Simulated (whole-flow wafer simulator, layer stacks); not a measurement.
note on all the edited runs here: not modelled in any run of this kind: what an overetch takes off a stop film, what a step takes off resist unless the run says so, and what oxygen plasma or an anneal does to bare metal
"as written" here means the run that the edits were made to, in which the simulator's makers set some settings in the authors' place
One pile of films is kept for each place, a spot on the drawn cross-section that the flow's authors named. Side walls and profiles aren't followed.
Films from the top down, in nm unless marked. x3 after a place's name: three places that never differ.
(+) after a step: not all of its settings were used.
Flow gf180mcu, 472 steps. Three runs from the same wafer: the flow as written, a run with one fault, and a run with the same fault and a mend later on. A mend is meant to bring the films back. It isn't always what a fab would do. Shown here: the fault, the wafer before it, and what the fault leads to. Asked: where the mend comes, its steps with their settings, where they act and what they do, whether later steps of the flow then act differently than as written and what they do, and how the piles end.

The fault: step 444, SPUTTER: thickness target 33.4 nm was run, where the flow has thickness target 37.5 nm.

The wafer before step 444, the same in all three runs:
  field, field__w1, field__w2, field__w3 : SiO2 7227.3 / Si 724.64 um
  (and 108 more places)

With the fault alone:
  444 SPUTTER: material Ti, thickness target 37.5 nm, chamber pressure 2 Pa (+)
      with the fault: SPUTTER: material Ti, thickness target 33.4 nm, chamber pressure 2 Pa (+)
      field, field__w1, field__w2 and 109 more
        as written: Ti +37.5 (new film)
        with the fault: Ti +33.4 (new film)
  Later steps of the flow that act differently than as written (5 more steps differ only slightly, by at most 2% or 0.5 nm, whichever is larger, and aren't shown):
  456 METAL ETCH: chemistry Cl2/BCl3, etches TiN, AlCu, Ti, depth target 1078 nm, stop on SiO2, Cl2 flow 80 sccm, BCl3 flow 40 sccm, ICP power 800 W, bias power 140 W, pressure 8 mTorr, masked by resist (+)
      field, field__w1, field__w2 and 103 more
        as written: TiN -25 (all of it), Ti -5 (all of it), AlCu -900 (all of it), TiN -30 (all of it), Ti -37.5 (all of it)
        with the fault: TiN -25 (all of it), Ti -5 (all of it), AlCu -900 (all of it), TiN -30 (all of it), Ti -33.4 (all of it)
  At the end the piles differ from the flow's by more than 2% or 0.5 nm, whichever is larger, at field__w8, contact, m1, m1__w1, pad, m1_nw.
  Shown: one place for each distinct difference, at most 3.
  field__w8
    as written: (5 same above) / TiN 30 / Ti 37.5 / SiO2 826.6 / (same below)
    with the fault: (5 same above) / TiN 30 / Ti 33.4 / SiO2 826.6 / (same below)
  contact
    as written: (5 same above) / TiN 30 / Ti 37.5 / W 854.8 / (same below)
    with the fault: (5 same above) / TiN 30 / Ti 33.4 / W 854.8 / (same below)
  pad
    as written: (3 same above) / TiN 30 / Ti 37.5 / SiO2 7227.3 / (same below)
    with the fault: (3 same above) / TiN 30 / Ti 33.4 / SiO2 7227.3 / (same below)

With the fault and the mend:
  The mend comes after step 444.
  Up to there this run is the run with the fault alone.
  444a SPUTTER: material Ti, thickness target 4.1 nm, chamber pressure 2 Pa (+) (the flow's step 444 once more, with other settings)
      field, field__w1, field__w2 and 109 more
        Ti +4.1
  No later step of the flow acts differently than as written at any place that is followed.
  At the end the piles are the same as the flow's at every place that both follow.
